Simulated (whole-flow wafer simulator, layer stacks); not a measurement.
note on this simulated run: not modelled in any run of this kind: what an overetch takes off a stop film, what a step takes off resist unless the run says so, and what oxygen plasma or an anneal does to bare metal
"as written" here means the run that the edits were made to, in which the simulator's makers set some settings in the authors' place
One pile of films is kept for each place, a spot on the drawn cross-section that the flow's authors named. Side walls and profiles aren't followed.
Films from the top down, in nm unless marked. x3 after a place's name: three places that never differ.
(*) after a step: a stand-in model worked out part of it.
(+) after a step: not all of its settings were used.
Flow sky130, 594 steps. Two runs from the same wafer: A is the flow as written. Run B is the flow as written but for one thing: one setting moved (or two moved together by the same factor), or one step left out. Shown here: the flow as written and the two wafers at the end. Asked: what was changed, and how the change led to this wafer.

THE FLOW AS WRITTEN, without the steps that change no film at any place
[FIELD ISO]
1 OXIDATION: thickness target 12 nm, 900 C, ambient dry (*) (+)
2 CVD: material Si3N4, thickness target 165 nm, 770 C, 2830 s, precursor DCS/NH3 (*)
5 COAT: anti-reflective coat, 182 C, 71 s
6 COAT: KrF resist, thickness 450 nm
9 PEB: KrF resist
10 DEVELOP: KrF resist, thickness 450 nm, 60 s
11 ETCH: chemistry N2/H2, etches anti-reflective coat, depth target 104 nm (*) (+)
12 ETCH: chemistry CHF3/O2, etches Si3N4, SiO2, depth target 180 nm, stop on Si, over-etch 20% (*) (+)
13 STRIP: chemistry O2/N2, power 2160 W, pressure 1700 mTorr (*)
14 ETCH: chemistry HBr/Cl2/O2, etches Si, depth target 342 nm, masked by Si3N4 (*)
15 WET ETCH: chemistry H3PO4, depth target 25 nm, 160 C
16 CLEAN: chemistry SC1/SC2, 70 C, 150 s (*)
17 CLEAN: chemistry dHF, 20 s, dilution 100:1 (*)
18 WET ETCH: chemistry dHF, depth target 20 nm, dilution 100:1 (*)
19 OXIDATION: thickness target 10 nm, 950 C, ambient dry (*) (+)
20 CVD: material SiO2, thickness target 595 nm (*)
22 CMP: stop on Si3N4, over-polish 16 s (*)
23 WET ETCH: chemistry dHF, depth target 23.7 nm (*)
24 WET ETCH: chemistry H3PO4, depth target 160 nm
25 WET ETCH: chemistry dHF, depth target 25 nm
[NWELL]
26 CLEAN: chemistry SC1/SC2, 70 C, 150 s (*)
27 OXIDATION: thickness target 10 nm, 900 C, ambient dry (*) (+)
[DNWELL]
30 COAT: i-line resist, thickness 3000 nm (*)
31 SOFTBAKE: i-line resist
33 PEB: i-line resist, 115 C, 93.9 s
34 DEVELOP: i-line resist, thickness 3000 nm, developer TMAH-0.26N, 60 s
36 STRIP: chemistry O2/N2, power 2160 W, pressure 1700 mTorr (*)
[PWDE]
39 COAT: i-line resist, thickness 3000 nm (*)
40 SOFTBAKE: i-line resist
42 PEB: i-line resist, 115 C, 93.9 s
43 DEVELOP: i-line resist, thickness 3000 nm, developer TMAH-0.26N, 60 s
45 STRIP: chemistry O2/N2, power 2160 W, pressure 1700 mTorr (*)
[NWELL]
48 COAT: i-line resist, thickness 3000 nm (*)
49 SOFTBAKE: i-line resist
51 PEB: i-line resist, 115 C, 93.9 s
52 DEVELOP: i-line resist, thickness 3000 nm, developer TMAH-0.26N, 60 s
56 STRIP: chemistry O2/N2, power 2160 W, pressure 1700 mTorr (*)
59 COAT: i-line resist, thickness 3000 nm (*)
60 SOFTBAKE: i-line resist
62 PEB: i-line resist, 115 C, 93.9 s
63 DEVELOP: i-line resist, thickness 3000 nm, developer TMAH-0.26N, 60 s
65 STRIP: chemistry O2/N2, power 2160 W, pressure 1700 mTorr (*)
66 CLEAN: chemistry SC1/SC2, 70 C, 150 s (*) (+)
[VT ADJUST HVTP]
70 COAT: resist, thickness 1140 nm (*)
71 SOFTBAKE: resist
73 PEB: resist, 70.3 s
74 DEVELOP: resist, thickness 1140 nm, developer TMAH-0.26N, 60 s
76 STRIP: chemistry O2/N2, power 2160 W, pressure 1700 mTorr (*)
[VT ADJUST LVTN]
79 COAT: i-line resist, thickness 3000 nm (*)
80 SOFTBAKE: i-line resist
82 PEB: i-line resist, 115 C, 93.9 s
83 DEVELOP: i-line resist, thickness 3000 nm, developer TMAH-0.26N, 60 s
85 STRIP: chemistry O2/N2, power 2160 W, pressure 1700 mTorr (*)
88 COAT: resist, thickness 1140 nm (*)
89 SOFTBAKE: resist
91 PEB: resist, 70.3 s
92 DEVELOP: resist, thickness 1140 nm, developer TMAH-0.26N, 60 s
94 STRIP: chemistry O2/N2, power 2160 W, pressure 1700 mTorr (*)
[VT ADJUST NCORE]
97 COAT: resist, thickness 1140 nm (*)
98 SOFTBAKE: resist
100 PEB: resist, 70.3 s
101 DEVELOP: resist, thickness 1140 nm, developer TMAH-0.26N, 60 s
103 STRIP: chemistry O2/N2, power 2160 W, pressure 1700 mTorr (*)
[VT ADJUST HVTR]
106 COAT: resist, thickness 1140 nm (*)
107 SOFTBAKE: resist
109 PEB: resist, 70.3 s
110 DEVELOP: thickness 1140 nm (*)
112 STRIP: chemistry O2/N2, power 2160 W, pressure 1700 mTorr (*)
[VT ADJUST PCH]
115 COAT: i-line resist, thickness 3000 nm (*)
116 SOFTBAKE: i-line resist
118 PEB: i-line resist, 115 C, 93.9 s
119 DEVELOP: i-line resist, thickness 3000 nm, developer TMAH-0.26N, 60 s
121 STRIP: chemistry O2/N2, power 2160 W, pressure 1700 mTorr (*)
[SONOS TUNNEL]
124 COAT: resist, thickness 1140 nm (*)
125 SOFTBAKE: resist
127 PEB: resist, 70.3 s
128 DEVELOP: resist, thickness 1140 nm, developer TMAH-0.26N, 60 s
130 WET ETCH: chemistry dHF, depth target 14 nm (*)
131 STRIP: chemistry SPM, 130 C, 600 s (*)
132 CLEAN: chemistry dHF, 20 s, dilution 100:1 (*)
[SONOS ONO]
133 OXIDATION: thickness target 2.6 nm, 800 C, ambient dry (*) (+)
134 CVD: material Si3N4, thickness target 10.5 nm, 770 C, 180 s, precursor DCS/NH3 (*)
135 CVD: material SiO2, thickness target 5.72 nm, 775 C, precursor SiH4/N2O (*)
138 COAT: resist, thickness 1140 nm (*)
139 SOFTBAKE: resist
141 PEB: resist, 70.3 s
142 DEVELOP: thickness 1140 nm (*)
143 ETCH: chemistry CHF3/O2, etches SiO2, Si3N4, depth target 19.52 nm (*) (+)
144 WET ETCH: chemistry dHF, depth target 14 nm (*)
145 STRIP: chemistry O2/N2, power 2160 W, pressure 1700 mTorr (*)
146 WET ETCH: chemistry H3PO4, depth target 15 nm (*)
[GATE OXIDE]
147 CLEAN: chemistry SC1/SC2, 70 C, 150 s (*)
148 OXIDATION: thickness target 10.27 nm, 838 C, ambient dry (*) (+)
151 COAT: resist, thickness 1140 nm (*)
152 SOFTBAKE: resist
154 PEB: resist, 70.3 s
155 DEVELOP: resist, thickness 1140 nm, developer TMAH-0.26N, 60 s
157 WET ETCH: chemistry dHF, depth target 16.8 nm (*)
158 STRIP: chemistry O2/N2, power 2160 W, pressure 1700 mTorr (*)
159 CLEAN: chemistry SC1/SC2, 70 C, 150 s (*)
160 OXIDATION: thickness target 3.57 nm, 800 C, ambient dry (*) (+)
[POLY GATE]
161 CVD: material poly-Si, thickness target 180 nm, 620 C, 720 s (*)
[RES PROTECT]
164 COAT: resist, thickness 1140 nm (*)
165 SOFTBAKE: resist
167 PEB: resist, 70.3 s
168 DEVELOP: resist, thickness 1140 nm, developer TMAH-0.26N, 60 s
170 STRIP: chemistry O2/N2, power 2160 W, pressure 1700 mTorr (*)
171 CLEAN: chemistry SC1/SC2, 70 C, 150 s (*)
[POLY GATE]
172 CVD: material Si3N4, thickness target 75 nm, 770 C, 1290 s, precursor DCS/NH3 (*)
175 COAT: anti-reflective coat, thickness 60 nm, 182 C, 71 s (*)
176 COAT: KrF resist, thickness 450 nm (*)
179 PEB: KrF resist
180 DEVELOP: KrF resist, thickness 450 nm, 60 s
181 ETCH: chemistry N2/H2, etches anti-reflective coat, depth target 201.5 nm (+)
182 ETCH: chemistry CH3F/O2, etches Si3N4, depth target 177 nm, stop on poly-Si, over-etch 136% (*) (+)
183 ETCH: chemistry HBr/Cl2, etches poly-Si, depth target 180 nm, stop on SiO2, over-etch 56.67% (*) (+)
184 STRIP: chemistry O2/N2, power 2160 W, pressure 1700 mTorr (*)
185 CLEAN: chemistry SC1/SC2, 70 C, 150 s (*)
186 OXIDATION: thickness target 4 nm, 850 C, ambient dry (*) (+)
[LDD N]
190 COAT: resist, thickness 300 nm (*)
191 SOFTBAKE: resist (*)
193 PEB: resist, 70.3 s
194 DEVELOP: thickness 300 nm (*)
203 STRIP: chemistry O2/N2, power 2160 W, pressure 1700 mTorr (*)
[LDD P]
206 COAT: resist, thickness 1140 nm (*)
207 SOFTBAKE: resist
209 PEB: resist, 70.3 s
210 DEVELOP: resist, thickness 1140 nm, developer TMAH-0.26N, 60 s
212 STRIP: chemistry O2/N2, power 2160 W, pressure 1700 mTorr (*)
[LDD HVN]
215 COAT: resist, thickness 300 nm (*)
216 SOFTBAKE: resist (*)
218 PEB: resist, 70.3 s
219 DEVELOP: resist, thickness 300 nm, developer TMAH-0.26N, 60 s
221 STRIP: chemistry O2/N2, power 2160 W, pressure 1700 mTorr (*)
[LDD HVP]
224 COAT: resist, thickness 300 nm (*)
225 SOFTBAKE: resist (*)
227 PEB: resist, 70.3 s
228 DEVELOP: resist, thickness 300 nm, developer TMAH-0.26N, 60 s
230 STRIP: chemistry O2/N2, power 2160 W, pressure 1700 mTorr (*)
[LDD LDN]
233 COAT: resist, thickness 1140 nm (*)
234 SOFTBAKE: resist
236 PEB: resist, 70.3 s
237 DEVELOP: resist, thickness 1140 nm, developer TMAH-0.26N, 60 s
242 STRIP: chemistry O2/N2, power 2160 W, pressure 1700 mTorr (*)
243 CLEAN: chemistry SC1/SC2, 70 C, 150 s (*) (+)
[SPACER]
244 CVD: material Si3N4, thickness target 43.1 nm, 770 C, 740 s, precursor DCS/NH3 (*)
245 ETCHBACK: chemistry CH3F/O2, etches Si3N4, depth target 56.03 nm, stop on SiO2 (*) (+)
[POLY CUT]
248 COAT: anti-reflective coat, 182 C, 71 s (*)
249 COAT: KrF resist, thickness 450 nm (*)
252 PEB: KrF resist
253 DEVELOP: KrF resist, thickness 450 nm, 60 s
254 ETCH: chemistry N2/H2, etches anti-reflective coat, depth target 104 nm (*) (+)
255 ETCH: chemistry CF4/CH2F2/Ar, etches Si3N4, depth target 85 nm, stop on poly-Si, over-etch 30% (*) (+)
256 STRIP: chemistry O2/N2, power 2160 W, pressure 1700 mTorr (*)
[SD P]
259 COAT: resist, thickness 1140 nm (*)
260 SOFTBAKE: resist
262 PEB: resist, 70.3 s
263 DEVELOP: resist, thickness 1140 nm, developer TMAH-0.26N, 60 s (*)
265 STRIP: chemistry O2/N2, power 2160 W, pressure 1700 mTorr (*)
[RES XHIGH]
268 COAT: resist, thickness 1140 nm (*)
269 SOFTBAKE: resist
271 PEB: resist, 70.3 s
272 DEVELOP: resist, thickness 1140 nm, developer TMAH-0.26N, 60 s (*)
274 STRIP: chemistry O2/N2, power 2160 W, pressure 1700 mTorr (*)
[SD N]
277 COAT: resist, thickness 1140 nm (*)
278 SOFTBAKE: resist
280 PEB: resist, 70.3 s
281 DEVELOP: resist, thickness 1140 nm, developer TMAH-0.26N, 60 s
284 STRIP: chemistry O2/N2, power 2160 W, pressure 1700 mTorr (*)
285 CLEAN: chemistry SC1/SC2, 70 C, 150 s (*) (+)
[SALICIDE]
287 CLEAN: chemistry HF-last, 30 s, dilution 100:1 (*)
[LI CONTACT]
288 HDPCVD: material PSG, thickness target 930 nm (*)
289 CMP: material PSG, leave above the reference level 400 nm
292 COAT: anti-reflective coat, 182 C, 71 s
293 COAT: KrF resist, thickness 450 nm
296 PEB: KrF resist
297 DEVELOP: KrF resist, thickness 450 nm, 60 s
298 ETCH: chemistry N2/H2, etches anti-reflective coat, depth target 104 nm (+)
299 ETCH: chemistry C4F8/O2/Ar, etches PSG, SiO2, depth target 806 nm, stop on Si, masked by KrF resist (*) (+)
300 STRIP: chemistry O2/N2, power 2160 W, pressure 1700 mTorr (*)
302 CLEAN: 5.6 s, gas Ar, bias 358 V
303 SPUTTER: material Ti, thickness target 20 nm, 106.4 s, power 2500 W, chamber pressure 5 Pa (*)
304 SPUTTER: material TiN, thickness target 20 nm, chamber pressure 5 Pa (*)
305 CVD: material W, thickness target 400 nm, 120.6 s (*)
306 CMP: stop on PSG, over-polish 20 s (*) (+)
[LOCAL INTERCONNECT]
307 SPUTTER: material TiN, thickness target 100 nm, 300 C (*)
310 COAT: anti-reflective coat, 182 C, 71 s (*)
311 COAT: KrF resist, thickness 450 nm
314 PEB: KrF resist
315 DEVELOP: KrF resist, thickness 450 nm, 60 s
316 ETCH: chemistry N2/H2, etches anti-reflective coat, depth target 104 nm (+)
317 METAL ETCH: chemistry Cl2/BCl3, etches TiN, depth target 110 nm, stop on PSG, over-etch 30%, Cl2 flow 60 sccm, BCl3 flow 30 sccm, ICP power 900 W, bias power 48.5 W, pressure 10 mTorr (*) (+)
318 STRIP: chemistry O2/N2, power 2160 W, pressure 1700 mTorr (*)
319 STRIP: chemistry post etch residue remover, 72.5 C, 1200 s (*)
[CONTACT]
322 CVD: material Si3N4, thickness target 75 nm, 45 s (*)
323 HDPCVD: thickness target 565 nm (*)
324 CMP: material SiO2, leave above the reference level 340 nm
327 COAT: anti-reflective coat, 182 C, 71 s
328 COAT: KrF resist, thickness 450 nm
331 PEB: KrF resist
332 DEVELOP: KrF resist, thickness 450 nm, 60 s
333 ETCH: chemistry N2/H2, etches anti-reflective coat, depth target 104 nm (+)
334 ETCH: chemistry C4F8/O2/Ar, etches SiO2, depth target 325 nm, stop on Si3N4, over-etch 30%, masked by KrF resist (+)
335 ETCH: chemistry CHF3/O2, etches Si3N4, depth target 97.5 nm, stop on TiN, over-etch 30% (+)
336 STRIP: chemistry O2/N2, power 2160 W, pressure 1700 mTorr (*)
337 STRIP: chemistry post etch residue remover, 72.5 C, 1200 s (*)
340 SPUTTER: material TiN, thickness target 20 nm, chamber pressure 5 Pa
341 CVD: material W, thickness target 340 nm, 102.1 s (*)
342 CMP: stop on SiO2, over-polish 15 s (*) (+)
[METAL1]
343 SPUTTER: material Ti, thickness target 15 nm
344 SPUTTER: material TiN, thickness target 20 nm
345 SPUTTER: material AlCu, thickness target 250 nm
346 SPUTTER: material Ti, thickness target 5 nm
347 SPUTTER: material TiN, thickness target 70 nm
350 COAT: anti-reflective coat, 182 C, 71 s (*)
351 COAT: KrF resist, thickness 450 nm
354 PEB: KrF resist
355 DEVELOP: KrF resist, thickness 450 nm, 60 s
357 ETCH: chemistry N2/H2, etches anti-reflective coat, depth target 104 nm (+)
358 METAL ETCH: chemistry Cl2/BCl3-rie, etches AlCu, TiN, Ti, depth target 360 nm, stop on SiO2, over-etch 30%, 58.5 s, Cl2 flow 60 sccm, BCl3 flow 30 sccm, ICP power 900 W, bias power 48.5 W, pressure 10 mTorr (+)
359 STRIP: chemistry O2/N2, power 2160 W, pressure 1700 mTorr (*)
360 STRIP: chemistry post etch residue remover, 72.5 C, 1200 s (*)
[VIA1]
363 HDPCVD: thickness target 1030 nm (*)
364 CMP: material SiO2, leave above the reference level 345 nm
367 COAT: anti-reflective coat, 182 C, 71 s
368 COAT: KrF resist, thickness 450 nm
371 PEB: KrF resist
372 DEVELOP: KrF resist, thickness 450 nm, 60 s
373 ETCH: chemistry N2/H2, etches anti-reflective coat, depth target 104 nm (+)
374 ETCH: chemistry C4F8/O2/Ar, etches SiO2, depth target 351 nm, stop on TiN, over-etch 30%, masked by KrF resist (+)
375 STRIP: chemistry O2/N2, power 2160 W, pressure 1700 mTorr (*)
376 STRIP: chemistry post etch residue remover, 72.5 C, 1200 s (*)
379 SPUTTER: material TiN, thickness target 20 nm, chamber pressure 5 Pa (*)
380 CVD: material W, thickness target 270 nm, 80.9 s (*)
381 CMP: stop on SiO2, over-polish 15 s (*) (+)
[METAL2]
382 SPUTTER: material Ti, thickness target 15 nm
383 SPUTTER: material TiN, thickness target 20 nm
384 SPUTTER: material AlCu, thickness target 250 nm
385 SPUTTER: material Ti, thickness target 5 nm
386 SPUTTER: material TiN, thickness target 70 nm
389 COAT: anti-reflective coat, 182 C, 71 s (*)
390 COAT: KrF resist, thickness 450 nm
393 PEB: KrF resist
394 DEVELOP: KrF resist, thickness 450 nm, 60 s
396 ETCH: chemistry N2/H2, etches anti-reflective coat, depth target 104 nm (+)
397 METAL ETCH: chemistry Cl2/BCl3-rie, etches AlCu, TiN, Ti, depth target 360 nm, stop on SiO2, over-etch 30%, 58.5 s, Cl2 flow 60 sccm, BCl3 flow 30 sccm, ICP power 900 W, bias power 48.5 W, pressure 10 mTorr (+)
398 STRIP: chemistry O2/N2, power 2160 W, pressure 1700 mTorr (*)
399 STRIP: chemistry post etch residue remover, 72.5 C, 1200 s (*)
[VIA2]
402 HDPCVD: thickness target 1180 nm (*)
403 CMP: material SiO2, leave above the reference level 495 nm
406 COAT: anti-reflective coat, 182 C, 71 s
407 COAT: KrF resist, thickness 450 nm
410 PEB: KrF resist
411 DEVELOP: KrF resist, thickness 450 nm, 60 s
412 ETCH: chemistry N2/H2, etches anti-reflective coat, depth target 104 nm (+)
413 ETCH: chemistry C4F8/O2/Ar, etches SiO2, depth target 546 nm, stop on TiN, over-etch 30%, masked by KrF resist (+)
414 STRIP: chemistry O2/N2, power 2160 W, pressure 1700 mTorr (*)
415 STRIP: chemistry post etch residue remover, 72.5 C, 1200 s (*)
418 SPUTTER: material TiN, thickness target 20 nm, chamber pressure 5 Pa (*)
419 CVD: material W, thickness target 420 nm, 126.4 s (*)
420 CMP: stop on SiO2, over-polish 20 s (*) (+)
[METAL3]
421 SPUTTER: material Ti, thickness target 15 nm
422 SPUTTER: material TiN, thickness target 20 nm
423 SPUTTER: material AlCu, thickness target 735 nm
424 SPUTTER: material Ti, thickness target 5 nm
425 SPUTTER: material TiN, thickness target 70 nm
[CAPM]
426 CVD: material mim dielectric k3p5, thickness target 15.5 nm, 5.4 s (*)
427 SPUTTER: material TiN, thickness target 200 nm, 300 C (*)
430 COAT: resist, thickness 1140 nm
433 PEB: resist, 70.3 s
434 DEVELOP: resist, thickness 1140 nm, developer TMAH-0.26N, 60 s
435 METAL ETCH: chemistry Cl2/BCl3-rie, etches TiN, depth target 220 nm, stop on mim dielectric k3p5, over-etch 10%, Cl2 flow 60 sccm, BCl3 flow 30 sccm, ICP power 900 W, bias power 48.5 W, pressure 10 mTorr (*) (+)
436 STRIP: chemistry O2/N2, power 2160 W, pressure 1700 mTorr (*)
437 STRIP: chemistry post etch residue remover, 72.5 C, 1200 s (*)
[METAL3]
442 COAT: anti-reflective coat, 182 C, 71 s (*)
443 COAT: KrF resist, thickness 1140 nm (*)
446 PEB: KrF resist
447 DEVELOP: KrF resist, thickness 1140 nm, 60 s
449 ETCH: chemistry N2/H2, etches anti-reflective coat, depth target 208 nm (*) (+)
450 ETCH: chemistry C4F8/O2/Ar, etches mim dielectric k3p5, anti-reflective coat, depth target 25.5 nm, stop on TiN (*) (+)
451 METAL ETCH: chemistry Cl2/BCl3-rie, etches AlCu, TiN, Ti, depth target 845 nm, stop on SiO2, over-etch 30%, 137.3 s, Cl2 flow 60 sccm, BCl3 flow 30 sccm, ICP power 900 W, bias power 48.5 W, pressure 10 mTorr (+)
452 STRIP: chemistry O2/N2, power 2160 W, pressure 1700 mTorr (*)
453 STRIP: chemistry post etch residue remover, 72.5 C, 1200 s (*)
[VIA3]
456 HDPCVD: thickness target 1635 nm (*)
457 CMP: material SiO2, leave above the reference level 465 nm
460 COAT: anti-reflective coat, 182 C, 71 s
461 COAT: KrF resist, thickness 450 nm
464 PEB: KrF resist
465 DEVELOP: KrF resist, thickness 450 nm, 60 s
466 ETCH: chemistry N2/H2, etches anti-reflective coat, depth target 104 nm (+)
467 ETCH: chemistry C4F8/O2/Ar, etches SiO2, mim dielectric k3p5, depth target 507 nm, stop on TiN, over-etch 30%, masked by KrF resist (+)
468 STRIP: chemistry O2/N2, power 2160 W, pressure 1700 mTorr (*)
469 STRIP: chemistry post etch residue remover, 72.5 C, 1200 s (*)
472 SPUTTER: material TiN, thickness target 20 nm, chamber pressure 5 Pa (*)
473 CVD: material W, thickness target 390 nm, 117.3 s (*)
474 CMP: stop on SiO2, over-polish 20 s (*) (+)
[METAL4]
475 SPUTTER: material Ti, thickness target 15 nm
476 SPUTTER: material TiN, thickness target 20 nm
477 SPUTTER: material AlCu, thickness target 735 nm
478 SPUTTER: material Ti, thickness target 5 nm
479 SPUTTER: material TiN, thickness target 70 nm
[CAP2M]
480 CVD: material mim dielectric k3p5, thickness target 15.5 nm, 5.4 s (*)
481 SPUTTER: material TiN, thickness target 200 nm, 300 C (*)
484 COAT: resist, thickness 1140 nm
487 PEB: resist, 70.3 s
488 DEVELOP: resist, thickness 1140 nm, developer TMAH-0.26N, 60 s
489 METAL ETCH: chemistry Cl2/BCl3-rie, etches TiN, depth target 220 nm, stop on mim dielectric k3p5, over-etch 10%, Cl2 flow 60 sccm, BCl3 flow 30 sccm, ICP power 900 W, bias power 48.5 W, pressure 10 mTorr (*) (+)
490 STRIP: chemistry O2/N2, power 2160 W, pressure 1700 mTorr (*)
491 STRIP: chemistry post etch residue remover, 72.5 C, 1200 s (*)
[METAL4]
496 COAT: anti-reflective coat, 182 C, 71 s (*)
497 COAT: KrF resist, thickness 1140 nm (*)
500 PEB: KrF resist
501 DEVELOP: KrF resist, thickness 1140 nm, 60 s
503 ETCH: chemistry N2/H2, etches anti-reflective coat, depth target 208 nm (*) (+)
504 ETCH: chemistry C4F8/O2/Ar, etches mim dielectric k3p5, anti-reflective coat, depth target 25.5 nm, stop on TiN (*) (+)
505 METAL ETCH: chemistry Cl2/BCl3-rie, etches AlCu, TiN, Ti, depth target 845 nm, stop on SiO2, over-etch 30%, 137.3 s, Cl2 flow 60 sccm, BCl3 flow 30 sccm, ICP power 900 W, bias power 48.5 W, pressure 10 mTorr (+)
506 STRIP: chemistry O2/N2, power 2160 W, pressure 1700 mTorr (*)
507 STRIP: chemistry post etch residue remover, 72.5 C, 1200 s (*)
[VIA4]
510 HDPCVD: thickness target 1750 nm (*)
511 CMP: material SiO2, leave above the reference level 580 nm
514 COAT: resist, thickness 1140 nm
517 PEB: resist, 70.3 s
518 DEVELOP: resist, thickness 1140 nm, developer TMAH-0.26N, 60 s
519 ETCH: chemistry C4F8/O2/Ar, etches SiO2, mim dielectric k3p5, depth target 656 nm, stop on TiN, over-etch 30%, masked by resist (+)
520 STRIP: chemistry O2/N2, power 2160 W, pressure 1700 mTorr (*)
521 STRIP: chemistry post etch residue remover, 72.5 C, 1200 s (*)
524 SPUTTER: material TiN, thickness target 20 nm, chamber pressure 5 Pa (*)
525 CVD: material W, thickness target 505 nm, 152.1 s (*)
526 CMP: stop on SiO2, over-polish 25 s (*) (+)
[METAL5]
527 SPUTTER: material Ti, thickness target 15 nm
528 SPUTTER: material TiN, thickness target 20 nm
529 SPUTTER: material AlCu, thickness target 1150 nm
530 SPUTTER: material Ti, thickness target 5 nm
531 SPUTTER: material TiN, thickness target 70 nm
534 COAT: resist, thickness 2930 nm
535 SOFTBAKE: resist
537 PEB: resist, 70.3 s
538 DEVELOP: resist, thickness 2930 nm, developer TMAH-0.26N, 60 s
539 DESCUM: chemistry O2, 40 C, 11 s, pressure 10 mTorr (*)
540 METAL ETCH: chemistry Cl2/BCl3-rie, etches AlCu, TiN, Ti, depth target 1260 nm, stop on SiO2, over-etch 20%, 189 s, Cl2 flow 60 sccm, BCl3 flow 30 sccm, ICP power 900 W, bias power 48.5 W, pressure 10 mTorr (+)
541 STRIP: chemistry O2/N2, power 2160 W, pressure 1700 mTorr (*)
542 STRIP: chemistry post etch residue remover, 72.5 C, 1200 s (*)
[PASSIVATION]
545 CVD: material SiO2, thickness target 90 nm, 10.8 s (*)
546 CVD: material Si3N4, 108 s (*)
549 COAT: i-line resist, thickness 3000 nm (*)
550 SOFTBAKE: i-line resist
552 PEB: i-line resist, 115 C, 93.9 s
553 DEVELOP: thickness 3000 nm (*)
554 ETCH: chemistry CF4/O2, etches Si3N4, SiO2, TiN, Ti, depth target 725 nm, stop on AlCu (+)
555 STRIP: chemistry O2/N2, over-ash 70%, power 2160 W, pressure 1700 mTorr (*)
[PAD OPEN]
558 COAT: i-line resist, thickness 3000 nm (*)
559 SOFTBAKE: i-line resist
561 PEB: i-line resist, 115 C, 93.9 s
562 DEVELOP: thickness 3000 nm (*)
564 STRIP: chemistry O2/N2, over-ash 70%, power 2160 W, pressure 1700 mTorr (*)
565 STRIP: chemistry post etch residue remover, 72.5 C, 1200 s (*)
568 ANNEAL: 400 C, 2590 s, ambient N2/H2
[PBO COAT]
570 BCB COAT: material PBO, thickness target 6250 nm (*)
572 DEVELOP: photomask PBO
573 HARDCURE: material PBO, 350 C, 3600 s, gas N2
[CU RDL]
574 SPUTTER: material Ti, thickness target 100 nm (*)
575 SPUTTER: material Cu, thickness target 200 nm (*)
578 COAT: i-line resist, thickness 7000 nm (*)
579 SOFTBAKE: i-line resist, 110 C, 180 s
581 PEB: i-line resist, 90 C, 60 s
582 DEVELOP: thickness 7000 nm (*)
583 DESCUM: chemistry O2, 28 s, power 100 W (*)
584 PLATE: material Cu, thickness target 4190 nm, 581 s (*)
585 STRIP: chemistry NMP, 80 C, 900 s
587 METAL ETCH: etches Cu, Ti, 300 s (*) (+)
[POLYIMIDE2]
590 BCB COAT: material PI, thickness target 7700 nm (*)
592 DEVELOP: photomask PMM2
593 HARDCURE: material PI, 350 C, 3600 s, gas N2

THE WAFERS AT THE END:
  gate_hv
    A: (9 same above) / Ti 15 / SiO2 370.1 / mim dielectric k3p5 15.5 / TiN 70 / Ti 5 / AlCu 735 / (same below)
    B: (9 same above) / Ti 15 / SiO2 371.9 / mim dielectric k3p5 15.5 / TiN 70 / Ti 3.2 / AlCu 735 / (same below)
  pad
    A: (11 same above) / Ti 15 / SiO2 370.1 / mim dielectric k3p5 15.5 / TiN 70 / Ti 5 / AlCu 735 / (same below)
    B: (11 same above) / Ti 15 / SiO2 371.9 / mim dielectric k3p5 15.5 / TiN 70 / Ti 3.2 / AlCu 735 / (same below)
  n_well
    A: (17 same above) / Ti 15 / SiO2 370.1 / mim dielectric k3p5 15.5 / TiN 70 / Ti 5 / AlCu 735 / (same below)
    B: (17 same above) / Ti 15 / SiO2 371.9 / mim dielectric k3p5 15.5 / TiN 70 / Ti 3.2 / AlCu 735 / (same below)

The cause: step 424, SPUTTER: thickness target 3.2 nm was run, where the flow has thickness target 5 nm.
It can be read off the wafer: gate_hv has Ti 3.2, and step 424 as written asks for 5 nm.

How the change led to this, step by step:
  424 SPUTTER: material Ti, thickness target 5 nm
      field, active, n_well and 188 more: A Ti +5 (new film) | B Ti +3.2 (new film)
  451 METAL ETCH: chemistry Cl2/BCl3-rie, etches AlCu, TiN, Ti, depth target 845 nm, stop on SiO2, over-etch 30%, 137.3 s, Cl2 flow 60 sccm, BCl3 flow 30 sccm, ICP power 900 W, bias power 48.5 W, pressure 10 mTorr (+)
      field, gate, spacer and 68 more: A TiN -70 (all of it), Ti -5 (all of it), AlCu -735 (all of it), TiN -20 (all of it), Ti -15 (all of it), SiO2 -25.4 | B TiN -70 (all of it), Ti -3.2 (all of it), AlCu -735 (all of it), TiN -20 (all of it), Ti -15 (all of it), SiO2 -25.5
      active, vpp_ln, vpp_iso2 and 11 more: A TiN -70 (all of it), Ti -5 (all of it), AlCu -735 (all of it), TiN -20 (all of it), Ti -15 (all of it), SiO2 -25.3 | B TiN -70 (all of it), Ti -3.2 (all of it), AlCu -735 (all of it), TiN -20 (all of it), Ti -15 (all of it), SiO2 -25.5
